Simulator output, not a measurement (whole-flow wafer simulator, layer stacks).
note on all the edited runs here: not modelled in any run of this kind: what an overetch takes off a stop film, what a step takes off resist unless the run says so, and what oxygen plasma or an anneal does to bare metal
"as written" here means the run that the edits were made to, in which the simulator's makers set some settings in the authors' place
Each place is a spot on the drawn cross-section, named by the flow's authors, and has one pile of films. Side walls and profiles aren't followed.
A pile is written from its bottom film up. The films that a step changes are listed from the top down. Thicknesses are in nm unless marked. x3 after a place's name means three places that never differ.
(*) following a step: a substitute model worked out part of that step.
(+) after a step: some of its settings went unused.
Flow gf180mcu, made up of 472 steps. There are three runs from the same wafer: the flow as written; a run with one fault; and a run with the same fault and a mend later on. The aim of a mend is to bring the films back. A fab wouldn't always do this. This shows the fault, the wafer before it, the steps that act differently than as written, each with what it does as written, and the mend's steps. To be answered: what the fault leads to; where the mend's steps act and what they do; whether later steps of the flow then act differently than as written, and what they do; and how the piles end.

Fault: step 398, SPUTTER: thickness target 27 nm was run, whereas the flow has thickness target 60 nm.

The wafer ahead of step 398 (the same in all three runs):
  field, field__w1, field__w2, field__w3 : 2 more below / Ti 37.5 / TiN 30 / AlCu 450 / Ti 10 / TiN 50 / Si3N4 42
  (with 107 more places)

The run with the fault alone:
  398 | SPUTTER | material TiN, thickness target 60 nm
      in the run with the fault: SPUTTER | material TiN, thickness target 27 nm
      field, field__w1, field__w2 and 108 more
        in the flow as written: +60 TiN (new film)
        in the run with the fault: +27 TiN (new film)
  Later steps of the flow acting differently than as written (not shown: 6 more steps that differ only slightly, by at most 2% or 0.5 nm, whichever is larger):
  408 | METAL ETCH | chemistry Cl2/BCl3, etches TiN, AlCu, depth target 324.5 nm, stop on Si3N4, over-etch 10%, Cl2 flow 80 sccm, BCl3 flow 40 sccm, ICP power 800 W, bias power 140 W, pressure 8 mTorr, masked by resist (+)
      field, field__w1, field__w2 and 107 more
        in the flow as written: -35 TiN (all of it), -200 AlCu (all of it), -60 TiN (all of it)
        in the run with the fault: -35 TiN (all of it), -200 AlCu (all of it), -27 TiN (all of it)
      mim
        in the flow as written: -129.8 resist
        in the run with the fault: -115.3 resist
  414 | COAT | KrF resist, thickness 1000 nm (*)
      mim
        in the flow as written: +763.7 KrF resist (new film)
        in the run with the fault: +789 KrF resist (new film)
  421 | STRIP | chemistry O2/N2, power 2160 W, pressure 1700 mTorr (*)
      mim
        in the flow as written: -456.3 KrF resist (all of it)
        in the run with the fault: -481.1 KrF resist (all of it)
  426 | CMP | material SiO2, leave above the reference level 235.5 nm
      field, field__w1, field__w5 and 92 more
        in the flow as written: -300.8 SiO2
        in the run with the fault: -333.8 SiO2
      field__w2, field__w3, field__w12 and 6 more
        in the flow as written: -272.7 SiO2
        in the run with the fault: -305.7 SiO2
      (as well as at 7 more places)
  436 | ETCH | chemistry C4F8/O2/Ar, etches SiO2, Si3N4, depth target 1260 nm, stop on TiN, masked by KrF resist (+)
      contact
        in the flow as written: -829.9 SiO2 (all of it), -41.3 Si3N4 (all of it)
        in the run with the fault: -796.9 SiO2 (all of it), -41.3 Si3N4 (all of it)
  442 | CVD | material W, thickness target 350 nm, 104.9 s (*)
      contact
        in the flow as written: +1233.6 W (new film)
        in the run with the fault: +1200.3 W (new film)
  By the end, the piles at field__w8, contact, m1, m1__w1, mim, m1_nw depart from the flow's by more than 2% or 0.5 nm, whichever is larger.
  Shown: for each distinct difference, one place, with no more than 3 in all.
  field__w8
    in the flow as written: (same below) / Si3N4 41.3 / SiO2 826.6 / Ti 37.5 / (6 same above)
    in the run with the fault: (same below) / Si3N4 41.3 / SiO2 793.6 / Ti 37.5 / (6 same above)
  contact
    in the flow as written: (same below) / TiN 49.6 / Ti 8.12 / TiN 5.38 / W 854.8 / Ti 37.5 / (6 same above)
    in the run with the fault: (same below) / TiN 49.6 / Ti 8.27 / TiN 5.48 / W 821.5 / Ti 37.5 / (6 same above)
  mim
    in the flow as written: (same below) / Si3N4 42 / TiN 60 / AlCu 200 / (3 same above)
    in the run with the fault: (same below) / Si3N4 42 / TiN 27 / AlCu 200 / (3 same above)

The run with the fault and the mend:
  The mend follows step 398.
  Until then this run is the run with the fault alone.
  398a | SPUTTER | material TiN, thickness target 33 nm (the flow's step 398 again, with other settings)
      field, field__w1, field__w2 and 108 more
        +33 TiN
  Every later step of the flow that is run acts as written at every place that is followed.
  At every place that both follow, the piles at the end match the flow's.
